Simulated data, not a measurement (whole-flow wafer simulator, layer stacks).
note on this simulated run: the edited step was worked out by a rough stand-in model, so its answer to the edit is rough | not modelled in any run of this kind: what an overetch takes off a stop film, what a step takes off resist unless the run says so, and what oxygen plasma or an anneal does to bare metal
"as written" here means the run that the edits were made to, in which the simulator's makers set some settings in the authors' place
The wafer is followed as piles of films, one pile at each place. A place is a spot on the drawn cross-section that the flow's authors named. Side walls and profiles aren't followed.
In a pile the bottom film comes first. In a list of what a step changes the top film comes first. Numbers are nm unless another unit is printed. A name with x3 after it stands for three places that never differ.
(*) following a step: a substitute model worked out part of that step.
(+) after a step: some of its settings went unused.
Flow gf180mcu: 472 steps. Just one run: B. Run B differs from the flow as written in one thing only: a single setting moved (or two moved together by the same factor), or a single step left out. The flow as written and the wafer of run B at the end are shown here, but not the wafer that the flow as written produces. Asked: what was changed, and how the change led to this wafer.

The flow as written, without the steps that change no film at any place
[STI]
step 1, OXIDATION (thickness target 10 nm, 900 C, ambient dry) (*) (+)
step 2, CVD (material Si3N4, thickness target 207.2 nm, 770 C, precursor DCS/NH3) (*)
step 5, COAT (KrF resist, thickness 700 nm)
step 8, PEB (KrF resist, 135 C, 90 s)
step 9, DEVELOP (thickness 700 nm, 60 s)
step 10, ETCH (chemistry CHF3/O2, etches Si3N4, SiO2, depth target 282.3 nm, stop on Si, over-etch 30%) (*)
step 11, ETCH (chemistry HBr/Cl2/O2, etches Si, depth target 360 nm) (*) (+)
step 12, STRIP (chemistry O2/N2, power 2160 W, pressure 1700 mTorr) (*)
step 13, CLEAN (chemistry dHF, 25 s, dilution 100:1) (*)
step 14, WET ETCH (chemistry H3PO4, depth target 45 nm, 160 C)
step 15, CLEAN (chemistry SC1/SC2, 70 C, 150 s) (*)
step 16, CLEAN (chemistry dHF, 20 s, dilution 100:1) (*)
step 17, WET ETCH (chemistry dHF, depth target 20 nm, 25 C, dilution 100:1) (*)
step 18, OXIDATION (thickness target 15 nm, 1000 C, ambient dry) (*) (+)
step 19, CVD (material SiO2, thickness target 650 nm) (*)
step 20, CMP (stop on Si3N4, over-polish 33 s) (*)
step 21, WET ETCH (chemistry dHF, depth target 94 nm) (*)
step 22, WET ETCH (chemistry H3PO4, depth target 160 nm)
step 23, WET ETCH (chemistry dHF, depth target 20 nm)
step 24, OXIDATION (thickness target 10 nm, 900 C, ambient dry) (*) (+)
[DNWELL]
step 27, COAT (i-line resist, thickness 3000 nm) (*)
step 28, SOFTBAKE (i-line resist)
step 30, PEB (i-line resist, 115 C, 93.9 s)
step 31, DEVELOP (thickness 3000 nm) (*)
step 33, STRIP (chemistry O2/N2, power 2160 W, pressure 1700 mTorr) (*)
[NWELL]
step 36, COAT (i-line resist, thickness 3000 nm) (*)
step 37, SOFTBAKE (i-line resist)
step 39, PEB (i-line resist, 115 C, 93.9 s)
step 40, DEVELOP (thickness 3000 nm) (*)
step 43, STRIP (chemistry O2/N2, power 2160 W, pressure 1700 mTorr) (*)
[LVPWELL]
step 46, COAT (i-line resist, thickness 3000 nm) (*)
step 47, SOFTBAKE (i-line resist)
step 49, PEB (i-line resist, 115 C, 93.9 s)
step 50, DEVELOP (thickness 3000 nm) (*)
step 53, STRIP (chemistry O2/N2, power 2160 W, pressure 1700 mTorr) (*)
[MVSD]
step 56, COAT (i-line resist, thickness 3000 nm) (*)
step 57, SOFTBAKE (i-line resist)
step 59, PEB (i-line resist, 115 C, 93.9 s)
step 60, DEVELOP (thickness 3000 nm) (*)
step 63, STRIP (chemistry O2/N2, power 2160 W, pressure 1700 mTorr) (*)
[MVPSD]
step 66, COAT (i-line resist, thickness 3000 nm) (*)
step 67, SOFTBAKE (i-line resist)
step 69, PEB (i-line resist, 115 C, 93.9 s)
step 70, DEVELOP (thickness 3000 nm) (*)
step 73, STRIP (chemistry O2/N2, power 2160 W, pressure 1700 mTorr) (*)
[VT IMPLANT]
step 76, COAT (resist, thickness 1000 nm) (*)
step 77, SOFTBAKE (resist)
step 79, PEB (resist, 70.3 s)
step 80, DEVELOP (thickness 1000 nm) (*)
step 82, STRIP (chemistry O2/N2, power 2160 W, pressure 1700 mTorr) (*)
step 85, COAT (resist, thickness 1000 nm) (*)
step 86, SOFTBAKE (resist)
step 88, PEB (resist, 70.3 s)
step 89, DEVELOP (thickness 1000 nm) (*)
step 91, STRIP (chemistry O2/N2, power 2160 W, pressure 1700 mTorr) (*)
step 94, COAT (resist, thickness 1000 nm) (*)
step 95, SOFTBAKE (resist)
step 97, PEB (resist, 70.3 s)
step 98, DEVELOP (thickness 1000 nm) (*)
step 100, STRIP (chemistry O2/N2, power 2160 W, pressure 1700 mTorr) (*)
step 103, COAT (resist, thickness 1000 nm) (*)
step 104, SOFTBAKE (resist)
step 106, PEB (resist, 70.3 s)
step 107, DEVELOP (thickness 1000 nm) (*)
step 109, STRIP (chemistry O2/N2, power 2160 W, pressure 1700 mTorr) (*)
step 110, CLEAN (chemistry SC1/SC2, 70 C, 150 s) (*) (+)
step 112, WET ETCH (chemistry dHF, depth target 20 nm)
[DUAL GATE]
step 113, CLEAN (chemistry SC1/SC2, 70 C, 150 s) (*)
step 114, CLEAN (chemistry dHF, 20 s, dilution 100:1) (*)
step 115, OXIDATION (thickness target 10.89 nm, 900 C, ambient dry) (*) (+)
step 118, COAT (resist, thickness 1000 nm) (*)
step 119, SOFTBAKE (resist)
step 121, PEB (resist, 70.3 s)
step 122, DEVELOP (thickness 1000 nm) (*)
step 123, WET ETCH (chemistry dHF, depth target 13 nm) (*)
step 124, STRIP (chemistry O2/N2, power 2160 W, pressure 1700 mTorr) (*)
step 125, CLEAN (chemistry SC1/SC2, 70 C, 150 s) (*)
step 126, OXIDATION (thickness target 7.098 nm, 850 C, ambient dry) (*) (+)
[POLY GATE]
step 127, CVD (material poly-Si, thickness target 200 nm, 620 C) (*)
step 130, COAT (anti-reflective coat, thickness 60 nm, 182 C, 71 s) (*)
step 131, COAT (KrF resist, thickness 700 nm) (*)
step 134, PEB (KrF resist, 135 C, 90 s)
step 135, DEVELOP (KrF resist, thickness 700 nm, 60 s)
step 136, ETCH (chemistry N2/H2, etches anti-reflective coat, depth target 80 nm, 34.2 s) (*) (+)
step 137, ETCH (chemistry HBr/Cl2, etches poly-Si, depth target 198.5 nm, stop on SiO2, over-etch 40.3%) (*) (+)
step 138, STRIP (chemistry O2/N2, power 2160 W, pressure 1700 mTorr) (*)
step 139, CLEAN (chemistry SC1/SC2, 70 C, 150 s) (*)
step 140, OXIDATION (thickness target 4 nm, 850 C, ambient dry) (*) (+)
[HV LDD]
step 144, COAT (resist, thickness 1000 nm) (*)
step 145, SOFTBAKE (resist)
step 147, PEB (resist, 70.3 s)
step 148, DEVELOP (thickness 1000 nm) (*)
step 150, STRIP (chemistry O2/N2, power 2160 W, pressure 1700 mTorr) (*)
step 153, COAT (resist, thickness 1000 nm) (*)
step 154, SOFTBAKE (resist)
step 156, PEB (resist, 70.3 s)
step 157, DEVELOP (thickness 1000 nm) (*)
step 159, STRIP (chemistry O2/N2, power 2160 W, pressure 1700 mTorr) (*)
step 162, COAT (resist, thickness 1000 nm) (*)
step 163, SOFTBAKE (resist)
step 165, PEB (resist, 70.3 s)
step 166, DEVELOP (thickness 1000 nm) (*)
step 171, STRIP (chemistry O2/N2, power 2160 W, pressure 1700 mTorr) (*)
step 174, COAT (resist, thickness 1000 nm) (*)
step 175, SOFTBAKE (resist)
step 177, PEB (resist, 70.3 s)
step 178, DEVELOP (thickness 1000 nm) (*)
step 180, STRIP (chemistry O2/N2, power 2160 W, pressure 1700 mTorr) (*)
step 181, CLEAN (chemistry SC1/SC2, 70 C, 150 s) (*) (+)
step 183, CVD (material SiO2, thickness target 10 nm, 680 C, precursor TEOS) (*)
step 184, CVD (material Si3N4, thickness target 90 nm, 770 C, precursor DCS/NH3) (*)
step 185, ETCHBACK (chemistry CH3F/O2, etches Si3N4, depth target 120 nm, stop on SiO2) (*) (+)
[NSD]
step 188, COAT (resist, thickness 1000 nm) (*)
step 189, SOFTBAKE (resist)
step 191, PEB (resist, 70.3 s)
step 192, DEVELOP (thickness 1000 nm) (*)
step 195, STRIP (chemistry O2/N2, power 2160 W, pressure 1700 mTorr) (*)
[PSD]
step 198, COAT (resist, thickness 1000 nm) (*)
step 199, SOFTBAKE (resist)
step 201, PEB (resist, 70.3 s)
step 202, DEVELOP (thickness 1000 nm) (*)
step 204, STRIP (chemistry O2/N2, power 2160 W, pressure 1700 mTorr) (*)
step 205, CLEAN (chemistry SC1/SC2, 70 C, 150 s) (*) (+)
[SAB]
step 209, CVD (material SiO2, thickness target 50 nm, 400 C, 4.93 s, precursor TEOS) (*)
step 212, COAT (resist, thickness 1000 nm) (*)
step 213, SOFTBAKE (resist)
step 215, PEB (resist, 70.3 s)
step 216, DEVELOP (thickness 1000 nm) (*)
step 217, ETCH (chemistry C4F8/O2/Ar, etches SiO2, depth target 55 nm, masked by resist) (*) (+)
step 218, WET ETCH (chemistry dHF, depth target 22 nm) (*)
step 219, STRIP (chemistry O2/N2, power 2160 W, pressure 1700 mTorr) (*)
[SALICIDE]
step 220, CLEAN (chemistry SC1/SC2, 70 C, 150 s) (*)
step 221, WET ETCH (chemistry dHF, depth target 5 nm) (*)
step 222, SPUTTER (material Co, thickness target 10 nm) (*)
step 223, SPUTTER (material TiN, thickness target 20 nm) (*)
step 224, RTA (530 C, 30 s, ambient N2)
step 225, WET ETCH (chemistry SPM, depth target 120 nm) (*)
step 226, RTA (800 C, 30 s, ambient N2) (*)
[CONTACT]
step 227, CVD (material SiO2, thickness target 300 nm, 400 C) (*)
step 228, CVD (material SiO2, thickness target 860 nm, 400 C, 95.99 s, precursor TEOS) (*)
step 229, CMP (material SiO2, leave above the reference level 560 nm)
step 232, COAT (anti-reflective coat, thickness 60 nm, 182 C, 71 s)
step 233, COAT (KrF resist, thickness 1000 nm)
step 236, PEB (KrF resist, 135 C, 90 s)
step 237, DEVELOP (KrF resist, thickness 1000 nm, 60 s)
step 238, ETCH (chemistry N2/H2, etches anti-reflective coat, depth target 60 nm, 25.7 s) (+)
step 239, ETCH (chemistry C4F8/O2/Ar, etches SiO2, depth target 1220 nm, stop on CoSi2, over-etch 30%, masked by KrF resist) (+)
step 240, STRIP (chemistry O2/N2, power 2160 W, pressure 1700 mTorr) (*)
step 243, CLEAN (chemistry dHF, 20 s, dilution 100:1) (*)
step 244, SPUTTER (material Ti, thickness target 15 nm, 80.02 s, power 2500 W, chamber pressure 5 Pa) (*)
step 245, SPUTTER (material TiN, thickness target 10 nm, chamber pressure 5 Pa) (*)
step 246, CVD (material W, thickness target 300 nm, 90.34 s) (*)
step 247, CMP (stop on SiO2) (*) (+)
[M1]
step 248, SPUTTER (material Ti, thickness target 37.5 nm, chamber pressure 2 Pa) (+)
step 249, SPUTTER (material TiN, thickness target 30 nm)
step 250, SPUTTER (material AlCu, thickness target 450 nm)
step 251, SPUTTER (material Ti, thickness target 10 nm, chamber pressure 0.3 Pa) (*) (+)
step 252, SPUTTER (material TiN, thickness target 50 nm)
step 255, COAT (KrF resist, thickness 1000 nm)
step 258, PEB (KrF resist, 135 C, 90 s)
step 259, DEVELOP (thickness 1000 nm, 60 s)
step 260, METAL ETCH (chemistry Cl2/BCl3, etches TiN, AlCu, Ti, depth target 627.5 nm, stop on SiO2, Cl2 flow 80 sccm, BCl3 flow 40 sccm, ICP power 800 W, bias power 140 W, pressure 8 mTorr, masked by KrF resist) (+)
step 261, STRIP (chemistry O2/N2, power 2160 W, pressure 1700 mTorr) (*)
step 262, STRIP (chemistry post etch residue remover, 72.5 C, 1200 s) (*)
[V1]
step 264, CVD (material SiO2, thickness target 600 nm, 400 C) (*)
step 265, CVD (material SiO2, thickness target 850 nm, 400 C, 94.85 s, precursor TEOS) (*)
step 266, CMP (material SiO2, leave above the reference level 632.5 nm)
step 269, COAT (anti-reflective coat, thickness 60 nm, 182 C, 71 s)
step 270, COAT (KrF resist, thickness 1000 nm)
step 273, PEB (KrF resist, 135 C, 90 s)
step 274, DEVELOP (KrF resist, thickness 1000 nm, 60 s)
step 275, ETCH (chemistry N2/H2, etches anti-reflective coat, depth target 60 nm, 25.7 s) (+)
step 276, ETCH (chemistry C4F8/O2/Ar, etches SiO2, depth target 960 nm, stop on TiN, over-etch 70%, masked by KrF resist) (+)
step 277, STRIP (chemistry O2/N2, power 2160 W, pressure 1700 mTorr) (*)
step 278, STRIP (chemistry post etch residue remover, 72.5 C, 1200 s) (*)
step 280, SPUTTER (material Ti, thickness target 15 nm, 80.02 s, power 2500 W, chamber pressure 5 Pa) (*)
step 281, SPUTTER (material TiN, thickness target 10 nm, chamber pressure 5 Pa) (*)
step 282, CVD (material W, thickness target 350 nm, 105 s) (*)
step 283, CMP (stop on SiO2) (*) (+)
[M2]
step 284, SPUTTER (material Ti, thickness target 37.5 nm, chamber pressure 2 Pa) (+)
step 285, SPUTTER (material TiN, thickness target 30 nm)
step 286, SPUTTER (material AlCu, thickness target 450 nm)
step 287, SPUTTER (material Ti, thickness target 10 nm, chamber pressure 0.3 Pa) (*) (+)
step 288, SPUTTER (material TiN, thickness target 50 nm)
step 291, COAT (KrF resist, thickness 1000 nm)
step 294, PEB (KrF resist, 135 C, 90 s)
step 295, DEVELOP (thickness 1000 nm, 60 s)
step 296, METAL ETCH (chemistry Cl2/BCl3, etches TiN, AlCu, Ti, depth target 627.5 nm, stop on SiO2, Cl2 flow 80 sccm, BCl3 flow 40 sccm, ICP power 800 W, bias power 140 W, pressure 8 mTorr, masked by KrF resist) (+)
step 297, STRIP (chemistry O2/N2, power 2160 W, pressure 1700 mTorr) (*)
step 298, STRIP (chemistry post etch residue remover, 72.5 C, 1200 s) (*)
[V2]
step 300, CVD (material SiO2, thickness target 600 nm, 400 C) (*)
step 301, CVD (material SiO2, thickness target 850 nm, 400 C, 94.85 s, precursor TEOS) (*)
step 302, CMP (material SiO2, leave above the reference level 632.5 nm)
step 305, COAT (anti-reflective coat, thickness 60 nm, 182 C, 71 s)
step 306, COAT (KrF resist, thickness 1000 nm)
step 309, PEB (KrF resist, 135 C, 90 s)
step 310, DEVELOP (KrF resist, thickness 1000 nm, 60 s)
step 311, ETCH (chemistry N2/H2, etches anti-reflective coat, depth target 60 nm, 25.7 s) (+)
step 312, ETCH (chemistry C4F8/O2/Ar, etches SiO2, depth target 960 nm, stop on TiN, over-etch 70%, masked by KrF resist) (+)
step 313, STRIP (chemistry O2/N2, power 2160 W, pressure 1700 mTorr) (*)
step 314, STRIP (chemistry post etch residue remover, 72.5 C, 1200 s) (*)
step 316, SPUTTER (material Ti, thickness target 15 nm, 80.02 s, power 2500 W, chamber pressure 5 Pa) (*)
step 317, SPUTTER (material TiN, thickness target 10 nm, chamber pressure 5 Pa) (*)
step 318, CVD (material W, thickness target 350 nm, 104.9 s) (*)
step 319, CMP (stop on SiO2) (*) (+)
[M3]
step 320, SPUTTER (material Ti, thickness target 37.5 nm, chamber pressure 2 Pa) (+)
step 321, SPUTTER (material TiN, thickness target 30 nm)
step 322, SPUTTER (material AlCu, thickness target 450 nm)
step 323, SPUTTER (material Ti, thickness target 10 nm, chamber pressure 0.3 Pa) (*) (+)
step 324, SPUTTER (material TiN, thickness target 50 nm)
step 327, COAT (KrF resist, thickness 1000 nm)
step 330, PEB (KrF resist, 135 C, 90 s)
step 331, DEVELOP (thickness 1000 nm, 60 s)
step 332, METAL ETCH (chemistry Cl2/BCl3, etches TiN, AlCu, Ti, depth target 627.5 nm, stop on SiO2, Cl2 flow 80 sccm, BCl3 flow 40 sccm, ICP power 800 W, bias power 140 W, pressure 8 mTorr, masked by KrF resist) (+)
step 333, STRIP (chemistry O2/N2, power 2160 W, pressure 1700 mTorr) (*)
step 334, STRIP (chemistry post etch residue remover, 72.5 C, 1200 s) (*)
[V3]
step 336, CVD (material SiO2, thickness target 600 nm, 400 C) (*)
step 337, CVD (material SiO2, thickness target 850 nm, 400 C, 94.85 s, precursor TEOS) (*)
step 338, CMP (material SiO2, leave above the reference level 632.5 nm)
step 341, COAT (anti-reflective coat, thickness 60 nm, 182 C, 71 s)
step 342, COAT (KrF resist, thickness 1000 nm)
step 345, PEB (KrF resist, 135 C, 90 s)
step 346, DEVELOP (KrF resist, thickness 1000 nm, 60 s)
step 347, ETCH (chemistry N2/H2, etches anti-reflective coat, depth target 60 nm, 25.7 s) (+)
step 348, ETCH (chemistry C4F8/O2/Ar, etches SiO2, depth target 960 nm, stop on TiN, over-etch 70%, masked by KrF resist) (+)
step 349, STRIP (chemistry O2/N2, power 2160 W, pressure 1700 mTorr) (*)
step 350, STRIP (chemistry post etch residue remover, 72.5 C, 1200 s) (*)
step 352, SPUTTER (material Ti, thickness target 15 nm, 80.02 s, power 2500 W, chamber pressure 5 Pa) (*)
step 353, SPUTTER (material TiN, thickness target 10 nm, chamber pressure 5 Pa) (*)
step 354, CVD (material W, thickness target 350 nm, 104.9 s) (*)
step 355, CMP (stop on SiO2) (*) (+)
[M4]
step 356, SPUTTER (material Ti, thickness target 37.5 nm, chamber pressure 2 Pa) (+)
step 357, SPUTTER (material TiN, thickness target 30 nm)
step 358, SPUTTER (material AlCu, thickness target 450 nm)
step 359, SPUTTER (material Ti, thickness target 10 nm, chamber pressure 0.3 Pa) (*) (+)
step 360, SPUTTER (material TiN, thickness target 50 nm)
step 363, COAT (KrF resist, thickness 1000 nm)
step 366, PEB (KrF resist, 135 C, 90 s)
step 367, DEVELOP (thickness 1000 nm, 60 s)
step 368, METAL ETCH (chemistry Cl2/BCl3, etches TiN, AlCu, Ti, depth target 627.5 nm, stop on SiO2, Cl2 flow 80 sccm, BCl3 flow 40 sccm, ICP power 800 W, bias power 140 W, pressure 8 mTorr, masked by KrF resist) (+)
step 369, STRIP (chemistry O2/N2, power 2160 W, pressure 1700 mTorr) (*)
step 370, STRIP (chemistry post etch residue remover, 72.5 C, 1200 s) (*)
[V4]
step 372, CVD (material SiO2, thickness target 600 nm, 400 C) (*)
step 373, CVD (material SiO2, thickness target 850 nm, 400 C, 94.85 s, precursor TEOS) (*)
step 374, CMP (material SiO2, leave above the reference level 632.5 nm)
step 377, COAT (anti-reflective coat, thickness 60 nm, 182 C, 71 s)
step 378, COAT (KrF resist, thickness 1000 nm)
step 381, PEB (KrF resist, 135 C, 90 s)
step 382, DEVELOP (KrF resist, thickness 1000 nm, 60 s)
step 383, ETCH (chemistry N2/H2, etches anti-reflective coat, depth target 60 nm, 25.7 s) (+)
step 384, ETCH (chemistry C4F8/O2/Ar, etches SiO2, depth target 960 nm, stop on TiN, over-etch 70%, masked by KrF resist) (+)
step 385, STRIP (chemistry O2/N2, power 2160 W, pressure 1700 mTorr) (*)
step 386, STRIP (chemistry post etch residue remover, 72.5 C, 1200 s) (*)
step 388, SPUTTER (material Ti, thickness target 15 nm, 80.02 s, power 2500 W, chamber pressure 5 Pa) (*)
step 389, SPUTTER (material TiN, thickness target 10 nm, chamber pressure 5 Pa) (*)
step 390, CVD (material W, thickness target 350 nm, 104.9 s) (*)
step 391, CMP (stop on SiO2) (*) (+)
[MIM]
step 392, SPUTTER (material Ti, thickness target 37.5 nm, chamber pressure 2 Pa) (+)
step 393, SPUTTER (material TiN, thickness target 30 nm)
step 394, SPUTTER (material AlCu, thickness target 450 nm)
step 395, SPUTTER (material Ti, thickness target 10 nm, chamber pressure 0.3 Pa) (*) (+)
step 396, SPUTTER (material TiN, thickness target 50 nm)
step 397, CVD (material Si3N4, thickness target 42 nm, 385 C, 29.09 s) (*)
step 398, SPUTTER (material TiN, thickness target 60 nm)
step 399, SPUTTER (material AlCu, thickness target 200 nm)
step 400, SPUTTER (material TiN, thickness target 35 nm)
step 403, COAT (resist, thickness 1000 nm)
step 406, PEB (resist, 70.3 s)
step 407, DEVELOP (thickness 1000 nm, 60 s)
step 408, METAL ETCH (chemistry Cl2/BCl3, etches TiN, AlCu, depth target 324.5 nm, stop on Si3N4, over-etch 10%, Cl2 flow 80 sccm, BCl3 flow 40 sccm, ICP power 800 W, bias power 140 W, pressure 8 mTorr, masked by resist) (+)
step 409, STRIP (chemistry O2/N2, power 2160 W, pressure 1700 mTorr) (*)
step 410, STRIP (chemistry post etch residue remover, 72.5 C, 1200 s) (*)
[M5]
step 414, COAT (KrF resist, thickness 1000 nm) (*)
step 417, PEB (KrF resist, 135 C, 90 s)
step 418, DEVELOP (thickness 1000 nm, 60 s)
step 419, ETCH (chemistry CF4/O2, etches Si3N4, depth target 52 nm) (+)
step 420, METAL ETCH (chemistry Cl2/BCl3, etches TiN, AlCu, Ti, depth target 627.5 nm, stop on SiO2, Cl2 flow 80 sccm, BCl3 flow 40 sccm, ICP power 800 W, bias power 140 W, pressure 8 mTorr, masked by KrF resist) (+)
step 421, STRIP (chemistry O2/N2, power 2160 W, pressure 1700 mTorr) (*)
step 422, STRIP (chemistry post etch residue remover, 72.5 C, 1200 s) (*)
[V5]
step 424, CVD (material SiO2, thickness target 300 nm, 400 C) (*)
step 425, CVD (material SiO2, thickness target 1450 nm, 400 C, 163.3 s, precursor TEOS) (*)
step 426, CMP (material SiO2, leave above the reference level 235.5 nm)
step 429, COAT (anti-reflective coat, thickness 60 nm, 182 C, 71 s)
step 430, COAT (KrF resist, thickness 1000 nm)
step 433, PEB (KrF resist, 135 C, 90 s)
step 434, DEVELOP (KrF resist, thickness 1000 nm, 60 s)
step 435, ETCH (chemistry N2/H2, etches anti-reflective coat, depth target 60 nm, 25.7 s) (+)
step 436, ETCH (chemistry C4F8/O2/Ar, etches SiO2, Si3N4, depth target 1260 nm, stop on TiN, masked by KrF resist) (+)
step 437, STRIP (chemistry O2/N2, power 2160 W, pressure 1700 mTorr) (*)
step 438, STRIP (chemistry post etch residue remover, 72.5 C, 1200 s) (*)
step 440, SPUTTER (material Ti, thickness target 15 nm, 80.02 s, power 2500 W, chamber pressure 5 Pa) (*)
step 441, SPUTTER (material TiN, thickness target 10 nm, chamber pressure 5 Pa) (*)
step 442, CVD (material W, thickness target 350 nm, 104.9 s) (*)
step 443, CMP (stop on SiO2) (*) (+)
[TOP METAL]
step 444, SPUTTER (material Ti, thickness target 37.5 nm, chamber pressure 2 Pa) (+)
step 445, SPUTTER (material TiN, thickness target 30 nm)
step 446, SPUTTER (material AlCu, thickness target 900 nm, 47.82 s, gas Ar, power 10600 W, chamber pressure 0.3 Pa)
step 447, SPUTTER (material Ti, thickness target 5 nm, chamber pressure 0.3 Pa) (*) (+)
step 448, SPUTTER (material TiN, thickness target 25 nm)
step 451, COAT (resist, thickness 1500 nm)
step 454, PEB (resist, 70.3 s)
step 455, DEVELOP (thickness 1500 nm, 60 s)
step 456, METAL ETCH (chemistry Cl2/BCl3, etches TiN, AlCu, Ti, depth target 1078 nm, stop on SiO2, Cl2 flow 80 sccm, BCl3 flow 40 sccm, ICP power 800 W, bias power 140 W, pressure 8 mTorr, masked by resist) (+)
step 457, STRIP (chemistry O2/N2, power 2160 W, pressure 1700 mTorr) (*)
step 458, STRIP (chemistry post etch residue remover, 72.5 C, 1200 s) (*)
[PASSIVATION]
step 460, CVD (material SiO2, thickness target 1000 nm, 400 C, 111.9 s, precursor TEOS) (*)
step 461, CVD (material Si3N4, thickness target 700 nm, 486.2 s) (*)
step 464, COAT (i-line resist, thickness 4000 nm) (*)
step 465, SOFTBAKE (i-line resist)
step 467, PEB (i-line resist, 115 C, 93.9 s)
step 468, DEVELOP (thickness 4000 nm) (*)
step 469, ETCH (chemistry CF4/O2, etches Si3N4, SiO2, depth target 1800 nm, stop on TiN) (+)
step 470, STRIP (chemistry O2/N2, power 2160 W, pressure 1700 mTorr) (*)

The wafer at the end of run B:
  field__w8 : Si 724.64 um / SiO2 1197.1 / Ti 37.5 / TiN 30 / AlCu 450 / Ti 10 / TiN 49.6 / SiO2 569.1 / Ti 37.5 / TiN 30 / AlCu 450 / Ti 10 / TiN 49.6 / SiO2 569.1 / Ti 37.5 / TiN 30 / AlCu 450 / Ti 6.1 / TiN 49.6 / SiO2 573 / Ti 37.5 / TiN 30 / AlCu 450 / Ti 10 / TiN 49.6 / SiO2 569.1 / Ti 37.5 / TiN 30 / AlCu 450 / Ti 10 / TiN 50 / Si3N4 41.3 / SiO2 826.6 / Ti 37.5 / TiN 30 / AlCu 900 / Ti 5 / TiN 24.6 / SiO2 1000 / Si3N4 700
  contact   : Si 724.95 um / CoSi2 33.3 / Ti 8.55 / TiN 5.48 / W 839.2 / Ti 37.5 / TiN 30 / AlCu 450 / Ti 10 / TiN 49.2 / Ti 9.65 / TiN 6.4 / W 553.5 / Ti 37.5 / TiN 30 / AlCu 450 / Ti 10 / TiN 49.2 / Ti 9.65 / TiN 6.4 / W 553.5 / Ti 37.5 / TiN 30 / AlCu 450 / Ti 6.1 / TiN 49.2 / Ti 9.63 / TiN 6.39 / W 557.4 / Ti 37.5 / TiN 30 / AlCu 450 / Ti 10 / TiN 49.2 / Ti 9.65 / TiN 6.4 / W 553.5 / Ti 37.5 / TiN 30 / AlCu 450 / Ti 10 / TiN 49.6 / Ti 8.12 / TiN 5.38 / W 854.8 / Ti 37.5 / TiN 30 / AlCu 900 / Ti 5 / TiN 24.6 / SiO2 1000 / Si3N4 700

Cause: step 323, SPUTTER: thickness target 6.1 nm was run, though the flow has thickness target 10 nm.
One can read it off the wafer: field__w8 has Ti 6.1, and step 323 as written asks for 10 nm.

Step by step, how the change led to this:
  step 323, SPUTTER (material Ti, thickness target 10 nm, chamber pressure 0.3 Pa) (*) (+)
      field, field__w1, field__w2 and 108 more: Ti gains 6.1 (new film) (in the flow as written it would be: Ti gains 10 (new film))
  step 332, METAL ETCH (chemistry Cl2/BCl3, etches TiN, AlCu, Ti, depth target 627.5 nm, stop on SiO2, Cl2 flow 80 sccm, BCl3 flow 40 sccm, ICP power 800 W, bias power 140 W, pressure 8 mTorr, masked by KrF resist) (+)
      field, field__w1, field__w2 and 103 more: TiN loses 50 (all of it), Ti loses 6.1 (all of it), AlCu loses 450 (all of it), TiN loses 30 (all of it), Ti loses 37.5 (all of it) (in the flow as written it would be: TiN loses 50 (all of it), Ti loses 10 (all of it), AlCu loses 450 (all of it), TiN loses 30 (all of it), Ti loses 37.5 (all of it))
